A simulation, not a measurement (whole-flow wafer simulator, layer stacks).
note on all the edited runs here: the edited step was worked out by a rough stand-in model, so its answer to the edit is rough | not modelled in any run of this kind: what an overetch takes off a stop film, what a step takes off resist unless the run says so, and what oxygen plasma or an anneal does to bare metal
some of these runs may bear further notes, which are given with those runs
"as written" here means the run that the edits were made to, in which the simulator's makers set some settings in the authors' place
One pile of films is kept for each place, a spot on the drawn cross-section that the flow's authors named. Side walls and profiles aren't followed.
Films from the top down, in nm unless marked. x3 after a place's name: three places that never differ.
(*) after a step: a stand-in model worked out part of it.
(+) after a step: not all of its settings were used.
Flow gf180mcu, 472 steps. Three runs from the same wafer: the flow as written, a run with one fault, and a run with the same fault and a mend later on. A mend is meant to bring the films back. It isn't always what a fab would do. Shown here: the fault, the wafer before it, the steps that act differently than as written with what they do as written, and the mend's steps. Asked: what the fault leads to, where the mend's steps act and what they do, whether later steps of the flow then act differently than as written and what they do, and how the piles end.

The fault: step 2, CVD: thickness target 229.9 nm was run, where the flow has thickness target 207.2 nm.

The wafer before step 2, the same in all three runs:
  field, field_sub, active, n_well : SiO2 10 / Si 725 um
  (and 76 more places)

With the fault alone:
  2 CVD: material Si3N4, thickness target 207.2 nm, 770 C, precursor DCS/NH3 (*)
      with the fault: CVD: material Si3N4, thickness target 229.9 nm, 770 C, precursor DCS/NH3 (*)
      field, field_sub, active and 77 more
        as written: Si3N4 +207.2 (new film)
        with the fault: Si3N4 +229.9 (new film)
  Later steps of the flow that act differently than as written (89 more steps differ only slightly, by at most 2% or 0.5 nm, whichever is larger, and aren't shown):
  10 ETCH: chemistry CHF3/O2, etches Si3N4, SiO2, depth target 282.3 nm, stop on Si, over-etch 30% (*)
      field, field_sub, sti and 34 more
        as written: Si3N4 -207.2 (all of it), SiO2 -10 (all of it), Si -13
        with the fault: Si3N4 -229.9 (all of it), SiO2 -10 (all of it), Si -8.47
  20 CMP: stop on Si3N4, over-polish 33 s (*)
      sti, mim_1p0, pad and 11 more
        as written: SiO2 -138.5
        with the fault: SiO2 -115.7
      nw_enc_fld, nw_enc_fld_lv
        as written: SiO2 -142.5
        with the fault: SiO2 -119.7
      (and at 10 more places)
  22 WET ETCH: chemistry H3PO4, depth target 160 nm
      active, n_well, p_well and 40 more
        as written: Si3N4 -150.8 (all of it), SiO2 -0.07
        with the fault: Si3N4 -160.1
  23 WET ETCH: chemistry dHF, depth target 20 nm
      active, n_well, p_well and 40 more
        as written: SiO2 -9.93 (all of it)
        with the fault: Si3N4 -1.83
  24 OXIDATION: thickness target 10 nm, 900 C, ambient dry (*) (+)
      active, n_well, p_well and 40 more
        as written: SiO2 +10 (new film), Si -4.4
        with the fault: nothing
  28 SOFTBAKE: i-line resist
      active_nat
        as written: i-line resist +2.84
        with the fault: i-line resist +3.4
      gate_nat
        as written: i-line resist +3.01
        with the fault: i-line resist +3.6
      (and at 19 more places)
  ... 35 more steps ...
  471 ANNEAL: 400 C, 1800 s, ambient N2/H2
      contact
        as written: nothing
        with the fault: under 49 films: void +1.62 (new film), Ti -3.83, TiSi first +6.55 (new film), Si -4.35
  At the end the piles differ from the flow's by more than 2% or 0.5 nm, whichever is larger, at field__w8, active, n_well and 56 more.
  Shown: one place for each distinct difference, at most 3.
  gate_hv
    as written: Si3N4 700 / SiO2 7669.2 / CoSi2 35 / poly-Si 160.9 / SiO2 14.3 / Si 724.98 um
    with the fault: Si3N4 700 / SiO2 7682.3 / CoSi2 35 / poly-Si 160.9 / Si3N4 8.65 / SiO2 10 / Si 725 um
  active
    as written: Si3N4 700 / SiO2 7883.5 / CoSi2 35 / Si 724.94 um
    with the fault: Si3N4 700 / SiO2 7883.4 / Si3N4 3.38 / SiO2 10 / Si 725 um
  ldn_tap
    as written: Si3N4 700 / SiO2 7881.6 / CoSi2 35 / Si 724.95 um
    with the fault: Si3N4 700 / SiO2 7881.9 / Si3N4 4.87 / SiO2 10 / Si 725 um

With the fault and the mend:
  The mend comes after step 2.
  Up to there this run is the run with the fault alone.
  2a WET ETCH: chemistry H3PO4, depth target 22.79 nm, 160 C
      field, field_sub, active and 77 more
        Si3N4 -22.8
  No later step of the flow acts differently than as written, at any place that is followed, by more than 2% or 0.5 nm, whichever is larger.
  At the end the piles are the same as the flow's at every place that both follow.
